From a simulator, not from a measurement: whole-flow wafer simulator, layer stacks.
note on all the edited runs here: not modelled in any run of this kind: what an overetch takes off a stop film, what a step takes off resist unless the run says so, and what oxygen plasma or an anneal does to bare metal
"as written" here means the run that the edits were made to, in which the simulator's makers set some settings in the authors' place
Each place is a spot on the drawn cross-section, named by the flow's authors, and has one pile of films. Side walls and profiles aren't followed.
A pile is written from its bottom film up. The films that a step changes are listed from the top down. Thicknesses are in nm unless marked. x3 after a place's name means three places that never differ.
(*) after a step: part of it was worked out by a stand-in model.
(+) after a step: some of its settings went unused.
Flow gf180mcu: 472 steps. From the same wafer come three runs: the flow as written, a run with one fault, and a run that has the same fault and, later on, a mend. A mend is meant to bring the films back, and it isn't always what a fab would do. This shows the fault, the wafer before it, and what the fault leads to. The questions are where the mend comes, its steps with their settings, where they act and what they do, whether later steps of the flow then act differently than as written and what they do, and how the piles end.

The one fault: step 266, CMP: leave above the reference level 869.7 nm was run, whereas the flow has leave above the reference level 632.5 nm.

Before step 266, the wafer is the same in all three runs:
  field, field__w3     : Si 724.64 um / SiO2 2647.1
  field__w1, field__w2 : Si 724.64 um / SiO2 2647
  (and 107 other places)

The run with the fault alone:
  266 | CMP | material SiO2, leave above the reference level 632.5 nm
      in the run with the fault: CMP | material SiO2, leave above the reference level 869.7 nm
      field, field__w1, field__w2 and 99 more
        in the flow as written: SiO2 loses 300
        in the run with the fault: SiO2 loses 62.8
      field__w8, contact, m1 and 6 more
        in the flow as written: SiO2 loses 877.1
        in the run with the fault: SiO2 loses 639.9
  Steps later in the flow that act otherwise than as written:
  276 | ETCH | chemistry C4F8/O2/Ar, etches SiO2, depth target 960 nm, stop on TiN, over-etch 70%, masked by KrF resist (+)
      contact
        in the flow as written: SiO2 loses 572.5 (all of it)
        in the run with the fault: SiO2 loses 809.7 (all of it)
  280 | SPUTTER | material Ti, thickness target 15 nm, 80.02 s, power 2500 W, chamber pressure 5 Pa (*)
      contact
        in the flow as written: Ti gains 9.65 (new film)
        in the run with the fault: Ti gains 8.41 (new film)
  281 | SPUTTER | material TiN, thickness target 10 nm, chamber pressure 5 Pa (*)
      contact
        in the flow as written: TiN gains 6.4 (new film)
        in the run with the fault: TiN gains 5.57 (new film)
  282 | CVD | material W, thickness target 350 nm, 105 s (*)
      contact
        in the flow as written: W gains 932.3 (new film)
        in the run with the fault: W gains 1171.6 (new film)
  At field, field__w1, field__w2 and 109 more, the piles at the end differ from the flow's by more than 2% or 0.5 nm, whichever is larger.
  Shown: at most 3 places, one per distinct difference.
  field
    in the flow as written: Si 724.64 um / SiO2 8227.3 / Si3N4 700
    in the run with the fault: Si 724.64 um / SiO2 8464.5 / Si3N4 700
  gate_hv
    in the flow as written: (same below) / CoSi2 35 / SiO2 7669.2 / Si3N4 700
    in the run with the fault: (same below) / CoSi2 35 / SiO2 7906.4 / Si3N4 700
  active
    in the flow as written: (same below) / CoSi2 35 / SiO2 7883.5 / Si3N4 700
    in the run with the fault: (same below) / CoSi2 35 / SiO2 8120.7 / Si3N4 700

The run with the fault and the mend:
  The mend follows step 266.
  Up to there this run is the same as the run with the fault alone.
  266a | CMP | material SiO2, leave above the reference level 632.5 nm (a further turn of the flow's step 266)
      field, field__w1, field__w2 and 108 more
        SiO2 loses 237.2
  Later steps of the flow that are run all act as written at every place that is followed.
  At every place that both follow, the piles at the end match the flow's.
